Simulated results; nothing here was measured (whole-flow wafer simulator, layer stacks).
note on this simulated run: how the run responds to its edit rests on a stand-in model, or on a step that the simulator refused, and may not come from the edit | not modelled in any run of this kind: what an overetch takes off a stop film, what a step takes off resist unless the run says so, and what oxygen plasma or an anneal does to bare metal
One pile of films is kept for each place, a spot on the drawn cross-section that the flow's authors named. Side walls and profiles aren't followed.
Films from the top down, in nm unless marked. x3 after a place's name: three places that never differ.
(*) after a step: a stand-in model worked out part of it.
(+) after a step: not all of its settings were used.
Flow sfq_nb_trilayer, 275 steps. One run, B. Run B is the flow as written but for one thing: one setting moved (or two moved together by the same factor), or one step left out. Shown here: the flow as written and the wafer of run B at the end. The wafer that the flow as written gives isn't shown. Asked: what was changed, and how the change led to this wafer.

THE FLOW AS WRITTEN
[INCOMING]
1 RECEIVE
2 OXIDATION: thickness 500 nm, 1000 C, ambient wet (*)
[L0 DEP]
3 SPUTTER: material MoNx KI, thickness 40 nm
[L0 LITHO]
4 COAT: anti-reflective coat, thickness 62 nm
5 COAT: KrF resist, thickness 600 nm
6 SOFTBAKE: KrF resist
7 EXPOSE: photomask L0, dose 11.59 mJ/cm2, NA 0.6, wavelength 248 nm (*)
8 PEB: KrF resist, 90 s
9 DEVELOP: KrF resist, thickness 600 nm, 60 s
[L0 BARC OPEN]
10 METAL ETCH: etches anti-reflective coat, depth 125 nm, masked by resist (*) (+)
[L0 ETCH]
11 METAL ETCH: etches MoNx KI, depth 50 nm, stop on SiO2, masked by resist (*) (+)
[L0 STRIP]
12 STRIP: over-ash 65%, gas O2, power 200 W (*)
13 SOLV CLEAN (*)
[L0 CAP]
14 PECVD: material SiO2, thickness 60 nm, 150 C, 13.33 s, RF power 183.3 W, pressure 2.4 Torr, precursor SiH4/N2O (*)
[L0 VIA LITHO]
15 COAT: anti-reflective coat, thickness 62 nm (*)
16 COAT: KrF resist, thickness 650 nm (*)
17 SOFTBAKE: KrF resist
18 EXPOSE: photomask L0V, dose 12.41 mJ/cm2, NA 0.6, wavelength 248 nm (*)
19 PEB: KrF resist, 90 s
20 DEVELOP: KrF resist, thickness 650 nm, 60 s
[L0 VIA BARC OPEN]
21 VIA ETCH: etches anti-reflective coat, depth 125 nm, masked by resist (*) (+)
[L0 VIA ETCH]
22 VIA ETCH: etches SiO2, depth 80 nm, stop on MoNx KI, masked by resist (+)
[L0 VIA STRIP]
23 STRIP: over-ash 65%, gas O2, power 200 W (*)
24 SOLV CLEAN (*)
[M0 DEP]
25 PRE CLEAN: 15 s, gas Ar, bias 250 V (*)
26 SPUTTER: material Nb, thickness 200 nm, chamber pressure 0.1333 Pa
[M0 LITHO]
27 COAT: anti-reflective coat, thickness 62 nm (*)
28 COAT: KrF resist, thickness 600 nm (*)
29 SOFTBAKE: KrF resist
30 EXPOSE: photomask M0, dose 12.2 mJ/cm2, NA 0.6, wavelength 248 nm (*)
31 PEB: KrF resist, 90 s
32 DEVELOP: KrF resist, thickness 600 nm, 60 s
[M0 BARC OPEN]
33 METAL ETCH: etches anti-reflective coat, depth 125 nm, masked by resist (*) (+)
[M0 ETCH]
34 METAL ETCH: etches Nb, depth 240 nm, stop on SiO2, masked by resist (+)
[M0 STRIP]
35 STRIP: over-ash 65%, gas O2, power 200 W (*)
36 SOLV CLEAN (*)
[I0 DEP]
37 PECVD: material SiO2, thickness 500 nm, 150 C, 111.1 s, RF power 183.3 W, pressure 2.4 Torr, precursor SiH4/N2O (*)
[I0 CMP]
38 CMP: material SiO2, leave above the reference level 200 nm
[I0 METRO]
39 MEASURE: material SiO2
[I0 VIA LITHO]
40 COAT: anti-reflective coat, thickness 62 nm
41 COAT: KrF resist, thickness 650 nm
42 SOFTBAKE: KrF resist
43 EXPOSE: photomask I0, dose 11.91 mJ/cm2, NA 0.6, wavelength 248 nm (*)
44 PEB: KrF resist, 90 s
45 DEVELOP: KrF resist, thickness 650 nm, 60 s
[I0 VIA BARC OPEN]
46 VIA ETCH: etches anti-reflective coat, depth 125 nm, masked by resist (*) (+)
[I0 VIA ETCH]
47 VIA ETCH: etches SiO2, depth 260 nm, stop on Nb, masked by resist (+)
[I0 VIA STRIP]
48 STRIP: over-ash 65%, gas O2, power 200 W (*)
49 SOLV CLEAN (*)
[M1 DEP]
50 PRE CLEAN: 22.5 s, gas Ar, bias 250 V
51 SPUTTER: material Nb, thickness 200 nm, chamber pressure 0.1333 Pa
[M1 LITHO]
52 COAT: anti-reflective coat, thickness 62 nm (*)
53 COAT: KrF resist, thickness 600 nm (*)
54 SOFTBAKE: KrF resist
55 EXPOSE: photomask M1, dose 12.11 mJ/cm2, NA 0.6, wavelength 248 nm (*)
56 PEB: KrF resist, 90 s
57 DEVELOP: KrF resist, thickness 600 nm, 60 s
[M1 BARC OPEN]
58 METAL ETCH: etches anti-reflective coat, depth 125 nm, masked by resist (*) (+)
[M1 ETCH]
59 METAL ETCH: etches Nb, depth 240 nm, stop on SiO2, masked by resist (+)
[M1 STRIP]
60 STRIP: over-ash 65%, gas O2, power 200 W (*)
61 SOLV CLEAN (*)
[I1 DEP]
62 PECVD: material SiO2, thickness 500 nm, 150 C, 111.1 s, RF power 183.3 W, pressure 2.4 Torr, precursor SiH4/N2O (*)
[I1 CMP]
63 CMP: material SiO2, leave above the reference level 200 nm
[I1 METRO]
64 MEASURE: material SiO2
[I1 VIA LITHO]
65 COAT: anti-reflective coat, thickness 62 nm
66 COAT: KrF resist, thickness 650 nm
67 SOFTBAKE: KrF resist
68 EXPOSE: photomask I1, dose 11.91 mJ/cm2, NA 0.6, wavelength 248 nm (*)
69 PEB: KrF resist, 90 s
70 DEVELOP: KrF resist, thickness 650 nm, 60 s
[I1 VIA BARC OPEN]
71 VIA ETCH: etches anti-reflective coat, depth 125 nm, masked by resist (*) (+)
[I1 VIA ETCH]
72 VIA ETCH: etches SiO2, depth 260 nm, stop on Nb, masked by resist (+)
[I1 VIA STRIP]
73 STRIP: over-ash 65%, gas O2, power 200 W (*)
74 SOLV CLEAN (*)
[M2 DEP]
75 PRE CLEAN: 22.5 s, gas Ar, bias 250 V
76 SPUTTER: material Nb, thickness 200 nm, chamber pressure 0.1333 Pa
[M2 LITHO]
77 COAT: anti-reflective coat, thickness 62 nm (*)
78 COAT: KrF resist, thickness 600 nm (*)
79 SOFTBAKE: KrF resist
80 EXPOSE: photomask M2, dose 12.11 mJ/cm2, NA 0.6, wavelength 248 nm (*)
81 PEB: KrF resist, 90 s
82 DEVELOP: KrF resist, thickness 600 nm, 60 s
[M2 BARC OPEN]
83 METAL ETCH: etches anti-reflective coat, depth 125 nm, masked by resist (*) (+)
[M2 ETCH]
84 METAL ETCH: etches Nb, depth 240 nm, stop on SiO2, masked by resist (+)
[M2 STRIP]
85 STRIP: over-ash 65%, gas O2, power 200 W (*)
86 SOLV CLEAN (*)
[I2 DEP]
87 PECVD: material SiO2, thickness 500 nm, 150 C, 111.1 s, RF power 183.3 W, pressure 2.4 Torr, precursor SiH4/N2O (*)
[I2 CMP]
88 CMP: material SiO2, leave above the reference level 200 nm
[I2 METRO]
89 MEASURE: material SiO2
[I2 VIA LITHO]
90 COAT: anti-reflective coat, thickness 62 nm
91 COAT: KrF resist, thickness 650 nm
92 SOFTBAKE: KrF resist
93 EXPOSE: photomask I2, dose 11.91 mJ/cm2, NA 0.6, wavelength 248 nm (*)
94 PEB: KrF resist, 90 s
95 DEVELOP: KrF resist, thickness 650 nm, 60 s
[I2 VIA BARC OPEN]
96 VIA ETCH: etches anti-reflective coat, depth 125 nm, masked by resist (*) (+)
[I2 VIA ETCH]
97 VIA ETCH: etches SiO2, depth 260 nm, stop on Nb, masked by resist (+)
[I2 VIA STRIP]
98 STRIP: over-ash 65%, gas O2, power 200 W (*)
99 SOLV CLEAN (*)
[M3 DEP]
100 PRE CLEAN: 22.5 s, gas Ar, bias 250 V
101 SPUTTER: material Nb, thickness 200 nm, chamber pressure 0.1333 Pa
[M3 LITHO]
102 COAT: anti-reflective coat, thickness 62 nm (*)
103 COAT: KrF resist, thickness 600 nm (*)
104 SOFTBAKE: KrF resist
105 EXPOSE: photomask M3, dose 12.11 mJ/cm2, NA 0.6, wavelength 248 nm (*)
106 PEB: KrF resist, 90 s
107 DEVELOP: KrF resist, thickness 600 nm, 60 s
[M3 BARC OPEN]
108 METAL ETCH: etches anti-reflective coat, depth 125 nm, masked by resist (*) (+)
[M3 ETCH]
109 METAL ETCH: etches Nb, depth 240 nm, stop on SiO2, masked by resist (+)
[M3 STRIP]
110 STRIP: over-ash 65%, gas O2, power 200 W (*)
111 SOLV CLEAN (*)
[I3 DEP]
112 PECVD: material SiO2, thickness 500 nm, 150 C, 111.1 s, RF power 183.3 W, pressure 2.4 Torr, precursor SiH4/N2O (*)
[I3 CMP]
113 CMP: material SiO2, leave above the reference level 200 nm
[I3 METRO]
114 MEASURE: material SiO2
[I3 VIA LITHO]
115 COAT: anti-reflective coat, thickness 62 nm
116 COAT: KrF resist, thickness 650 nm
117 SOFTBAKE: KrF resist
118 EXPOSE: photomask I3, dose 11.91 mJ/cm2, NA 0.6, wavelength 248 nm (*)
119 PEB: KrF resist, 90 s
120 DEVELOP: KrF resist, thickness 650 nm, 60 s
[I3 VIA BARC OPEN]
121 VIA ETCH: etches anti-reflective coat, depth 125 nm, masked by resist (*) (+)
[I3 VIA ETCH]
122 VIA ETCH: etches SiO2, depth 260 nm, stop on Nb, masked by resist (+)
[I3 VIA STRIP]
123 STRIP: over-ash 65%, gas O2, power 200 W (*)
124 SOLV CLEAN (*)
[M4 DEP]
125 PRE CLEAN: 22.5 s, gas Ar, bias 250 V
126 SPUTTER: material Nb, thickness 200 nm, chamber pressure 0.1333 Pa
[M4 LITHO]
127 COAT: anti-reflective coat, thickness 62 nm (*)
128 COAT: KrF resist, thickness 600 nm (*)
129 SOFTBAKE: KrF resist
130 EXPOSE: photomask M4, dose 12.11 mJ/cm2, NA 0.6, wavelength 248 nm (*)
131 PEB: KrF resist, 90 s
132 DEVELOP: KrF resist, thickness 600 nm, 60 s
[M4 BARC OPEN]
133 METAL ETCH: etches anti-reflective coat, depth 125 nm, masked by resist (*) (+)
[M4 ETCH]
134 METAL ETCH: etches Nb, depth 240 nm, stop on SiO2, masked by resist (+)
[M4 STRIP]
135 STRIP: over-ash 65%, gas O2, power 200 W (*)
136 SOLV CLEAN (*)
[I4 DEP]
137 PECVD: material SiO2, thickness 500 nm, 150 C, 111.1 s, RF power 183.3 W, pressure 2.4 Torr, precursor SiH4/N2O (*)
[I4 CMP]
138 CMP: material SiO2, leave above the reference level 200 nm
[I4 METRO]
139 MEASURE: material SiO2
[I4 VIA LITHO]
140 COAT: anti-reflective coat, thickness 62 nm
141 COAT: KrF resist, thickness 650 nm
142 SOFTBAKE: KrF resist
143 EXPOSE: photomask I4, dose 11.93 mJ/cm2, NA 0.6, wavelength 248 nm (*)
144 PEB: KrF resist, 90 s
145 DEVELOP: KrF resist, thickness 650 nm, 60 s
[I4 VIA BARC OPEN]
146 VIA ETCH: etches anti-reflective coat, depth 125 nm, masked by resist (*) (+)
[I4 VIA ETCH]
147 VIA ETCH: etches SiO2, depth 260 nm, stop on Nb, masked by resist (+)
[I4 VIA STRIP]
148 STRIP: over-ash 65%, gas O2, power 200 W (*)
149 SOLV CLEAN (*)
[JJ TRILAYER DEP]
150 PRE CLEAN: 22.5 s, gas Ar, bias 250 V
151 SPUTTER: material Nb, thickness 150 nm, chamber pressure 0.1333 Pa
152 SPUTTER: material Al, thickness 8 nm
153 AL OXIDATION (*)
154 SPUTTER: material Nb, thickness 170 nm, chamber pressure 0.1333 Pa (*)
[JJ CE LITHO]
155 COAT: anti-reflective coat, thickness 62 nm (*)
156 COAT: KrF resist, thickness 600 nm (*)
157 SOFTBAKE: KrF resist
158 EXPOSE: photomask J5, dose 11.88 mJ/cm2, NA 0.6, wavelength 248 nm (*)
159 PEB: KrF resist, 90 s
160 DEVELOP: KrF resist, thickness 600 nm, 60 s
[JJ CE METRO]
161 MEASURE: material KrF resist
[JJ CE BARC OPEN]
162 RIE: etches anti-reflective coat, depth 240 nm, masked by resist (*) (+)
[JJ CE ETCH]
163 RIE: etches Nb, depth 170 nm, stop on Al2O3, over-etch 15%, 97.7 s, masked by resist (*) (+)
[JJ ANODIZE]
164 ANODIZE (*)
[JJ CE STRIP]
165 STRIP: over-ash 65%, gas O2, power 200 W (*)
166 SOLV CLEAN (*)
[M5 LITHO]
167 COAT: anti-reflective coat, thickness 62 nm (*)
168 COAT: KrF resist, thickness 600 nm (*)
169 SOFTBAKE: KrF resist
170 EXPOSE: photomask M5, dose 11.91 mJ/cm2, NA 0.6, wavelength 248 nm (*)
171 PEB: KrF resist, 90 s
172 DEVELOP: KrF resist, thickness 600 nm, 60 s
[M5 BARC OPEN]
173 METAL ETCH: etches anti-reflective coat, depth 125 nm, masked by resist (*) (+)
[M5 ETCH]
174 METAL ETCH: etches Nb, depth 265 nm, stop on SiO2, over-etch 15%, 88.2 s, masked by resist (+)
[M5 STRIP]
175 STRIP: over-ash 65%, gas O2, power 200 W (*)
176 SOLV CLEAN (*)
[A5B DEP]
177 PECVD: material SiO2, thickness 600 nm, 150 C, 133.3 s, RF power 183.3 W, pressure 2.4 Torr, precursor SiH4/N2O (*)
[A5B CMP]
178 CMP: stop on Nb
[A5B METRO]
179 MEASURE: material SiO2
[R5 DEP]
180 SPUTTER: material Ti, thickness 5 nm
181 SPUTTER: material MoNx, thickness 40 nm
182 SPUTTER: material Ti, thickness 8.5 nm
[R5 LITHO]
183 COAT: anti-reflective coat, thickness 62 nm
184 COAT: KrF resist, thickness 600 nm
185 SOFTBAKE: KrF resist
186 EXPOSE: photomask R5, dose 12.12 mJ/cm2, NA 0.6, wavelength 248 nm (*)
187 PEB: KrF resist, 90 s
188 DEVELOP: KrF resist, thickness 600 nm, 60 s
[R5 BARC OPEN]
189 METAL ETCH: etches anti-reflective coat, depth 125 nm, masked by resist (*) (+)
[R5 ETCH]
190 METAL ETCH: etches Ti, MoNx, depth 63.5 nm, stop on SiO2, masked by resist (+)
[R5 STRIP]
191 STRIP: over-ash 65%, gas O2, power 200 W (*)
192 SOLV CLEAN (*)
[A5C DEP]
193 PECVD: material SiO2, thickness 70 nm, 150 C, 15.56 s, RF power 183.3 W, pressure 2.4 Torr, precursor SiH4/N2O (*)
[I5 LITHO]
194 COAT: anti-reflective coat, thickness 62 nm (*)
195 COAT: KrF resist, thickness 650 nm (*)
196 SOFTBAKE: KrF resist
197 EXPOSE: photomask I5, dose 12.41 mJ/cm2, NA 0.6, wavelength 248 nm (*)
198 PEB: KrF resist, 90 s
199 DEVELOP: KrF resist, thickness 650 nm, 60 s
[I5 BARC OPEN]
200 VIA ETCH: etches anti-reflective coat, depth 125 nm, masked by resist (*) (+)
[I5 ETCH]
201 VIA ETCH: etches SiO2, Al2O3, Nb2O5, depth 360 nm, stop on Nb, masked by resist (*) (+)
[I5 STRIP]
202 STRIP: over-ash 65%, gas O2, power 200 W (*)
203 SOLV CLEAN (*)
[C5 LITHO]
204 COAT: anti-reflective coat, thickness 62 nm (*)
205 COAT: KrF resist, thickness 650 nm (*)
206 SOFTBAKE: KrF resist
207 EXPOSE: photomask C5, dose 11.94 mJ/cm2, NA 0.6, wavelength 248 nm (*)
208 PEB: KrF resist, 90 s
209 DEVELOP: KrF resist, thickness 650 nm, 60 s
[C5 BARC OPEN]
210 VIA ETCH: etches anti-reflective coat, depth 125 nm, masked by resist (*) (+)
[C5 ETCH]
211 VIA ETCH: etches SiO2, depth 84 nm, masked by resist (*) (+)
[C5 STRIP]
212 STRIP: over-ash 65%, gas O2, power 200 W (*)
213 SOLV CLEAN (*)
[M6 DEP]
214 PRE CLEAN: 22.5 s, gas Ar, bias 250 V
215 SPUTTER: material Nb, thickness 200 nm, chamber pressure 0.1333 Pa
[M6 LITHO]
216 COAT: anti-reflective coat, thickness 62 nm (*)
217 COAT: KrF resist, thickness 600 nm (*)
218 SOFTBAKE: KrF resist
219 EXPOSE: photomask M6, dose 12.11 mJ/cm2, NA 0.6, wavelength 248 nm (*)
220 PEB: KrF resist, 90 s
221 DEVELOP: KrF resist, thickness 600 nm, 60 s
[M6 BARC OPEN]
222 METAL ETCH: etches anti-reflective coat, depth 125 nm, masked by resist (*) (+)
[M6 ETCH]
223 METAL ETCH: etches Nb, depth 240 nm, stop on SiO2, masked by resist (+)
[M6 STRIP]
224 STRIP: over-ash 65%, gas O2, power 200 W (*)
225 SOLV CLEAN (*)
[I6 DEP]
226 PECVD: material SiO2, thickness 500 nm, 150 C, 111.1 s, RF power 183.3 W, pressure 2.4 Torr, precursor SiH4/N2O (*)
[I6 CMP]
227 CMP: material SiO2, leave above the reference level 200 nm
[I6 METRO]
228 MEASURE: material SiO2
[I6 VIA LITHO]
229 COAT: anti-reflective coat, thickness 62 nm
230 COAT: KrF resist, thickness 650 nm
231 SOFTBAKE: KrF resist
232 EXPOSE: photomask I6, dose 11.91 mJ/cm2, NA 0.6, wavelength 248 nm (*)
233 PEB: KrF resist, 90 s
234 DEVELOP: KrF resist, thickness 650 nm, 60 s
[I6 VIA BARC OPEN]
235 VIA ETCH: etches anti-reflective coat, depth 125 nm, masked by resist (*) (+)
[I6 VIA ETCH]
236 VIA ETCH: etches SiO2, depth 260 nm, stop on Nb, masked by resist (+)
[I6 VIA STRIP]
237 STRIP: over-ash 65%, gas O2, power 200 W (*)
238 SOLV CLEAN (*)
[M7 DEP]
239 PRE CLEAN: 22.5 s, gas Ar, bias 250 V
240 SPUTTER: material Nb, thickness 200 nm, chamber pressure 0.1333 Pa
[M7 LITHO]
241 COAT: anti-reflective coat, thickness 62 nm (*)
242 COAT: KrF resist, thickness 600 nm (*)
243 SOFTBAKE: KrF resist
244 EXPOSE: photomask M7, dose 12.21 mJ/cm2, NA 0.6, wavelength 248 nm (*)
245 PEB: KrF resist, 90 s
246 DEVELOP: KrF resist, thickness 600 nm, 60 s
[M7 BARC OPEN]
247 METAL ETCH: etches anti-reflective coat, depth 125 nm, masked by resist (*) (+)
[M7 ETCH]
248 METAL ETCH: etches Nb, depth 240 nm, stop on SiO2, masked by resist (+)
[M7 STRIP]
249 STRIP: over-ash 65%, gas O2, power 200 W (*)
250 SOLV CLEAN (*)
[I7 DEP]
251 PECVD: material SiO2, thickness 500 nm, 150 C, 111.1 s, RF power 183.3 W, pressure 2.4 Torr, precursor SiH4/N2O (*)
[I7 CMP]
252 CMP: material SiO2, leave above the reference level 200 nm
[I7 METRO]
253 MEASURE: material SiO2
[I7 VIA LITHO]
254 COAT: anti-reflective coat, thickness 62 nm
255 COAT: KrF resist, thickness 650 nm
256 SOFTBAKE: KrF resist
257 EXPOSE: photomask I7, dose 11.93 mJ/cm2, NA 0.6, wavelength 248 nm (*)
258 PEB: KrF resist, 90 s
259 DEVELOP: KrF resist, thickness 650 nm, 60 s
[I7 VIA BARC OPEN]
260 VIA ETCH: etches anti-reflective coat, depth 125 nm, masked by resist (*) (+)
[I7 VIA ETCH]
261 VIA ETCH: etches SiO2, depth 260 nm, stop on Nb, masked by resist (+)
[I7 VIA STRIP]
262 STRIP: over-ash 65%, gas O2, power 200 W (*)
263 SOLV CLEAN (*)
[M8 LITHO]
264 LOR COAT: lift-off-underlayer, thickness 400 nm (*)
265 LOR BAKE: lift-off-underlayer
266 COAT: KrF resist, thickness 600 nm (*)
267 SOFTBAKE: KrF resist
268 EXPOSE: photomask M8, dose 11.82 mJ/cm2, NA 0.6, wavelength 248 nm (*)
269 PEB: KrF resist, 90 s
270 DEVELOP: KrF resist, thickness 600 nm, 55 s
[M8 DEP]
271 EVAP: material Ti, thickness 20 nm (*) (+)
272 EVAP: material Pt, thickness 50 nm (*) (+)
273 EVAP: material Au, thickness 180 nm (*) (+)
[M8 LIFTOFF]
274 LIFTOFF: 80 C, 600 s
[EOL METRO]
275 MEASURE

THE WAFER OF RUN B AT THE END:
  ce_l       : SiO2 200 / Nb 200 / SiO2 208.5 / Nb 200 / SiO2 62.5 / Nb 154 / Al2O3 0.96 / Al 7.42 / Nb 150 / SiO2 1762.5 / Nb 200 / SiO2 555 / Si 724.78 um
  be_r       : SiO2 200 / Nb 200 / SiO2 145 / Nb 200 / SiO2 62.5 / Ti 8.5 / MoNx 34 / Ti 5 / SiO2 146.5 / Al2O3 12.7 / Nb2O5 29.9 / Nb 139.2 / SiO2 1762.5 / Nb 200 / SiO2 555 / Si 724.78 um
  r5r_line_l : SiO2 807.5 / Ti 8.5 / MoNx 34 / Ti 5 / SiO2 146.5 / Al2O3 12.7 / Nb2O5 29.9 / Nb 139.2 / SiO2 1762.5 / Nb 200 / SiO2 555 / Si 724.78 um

The cause: step 181, SPUTTER: thickness 34 nm was run, where the flow has thickness 40 nm.
It can be read off the wafer: be_r has MoNx 34, and step 181 as written asks for 40 nm.

How the change led to this, step by step:
  181 SPUTTER: material MoNx, thickness 40 nm
      field_l, v_sur, via_wl and 103 more: MoNx +34 (new film) (as written it would be: MoNx +40 (new film))
  190 METAL ETCH: etches Ti, MoNx, depth 63.5 nm, stop on SiO2, masked by resist (+)
      field_l, v_sur, via_wl and 92 more: Ti -8.5 (all of it), MoNx -34 (all of it), Ti -5 (all of it) (as written it would be: Ti -8.5 (all of it), MoNx -40 (all of it), Ti -5 (all of it))
      ce_l, c5j, ce_r, wl_jj: Ti -8.5 (all of it), MoNx -34 (all of it), Ti -5 (all of it), Nb -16 (as written it would be: Ti -8.5 (all of it), MoNx -40 (all of it), Ti -5 (all of it), Nb -10)
  194 COAT: anti-reflective coat, thickness 62 nm (*)
      r5r_spacepad_l, r5r_spacepad_r: anti-reflective coat +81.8 (new film) (as written it would be: anti-reflective coat +84.4 (new film))
      r5r_line_c, r5r_line_r: anti-reflective coat +50.5 (new film) (as written it would be: anti-reflective coat +49.4 (new film))
      (and at 7 more places)
  202 STRIP: over-ash 65%, gas O2, power 200 W (*)
      r5r_spacepad_l, r5r_spacepad_r: KrF resist -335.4 (all of it), anti-reflective coat -81.8 (all of it) (as written it would be: KrF resist -335.6 (all of it), anti-reflective coat -84.4 (all of it))
      ce_l: KrF resist -343.1 (all of it), anti-reflective coat -69.8 (all of it) (as written it would be: KrF resist -341.5 (all of it), anti-reflective coat -67.2 (all of it))
      (and at 8 more places)
  204 COAT: anti-reflective coat, thickness 62 nm (*)
      r5r_spacepad_l, r5r_spacepad_r: anti-reflective coat +81.8 (new film) (as written it would be: anti-reflective coat +84.4 (new film))
      r5r_line_c, r5r_line_r: anti-reflective coat +50.5 (new film) (as written it would be: anti-reflective coat +49.4 (new film))
      (and at 7 more places)
  210 VIA ETCH: etches anti-reflective coat, depth 125 nm, masked by resist (*) (+)
      c5j: anti-reflective coat -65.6 (all of it), SiO2 -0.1 (as written it would be: anti-reflective coat -63.9 (all of it), SiO2 -0.11)
  212 STRIP: over-ash 65%, gas O2, power 200 W (*)
      r5r_spacepad_l, r5r_spacepad_r: KrF resist -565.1 (all of it), anti-reflective coat -81.8 (all of it) (as written it would be: KrF resist -565.8 (all of it), anti-reflective coat -84.4 (all of it))
      r5r_line_c, r5r_line_r: KrF resist -549.2 (all of it), anti-reflective coat -50.5 (all of it) (as written it would be: KrF resist -547.6 (all of it), anti-reflective coat -49.4 (all of it))
      (and at 6 more places)
  216 COAT: anti-reflective coat, thickness 62 nm (*)
      r5r_spacepad_l, r5r_spacepad_r: anti-reflective coat +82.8 (new film) (as written it would be: anti-reflective coat +85.7 (new film))
      ce_l: anti-reflective coat +49.9 (new film) (as written it would be: anti-reflective coat +48 (new film))
      (and at 4 more places)
  222 METAL ETCH: etches anti-reflective coat, depth 125 nm, masked by resist (*) (+)
      r5r_spacepad_l, r5r_spacepad_r: anti-reflective coat -82.8 (all of it) (as written it would be: anti-reflective coat -85.7 (all of it))
  224 STRIP: over-ash 65%, gas O2, power 200 W (*)
      ce_l: KrF resist -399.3 (all of it), anti-reflective coat -49.9 (all of it) (as written it would be: KrF resist -397.1 (all of it), anti-reflective coat -48 (all of it))
      ce_r: KrF resist -405.1 (all of it), anti-reflective coat -50.7 (all of it) (as written it would be: KrF resist -403.5 (all of it), anti-reflective coat -48.8 (all of it))
      (and at 3 more places)
  227 CMP: material SiO2, leave above the reference level 200 nm
      ce_l, ce_r, wl_jj: SiO2 -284 (as written it would be: SiO2 -290)
      r5r_line_l, r5r_line_c, r5r_line_r: SiO2 -147.5 (as written it would be: SiO2 -153.5)
      (and at 4 more places)
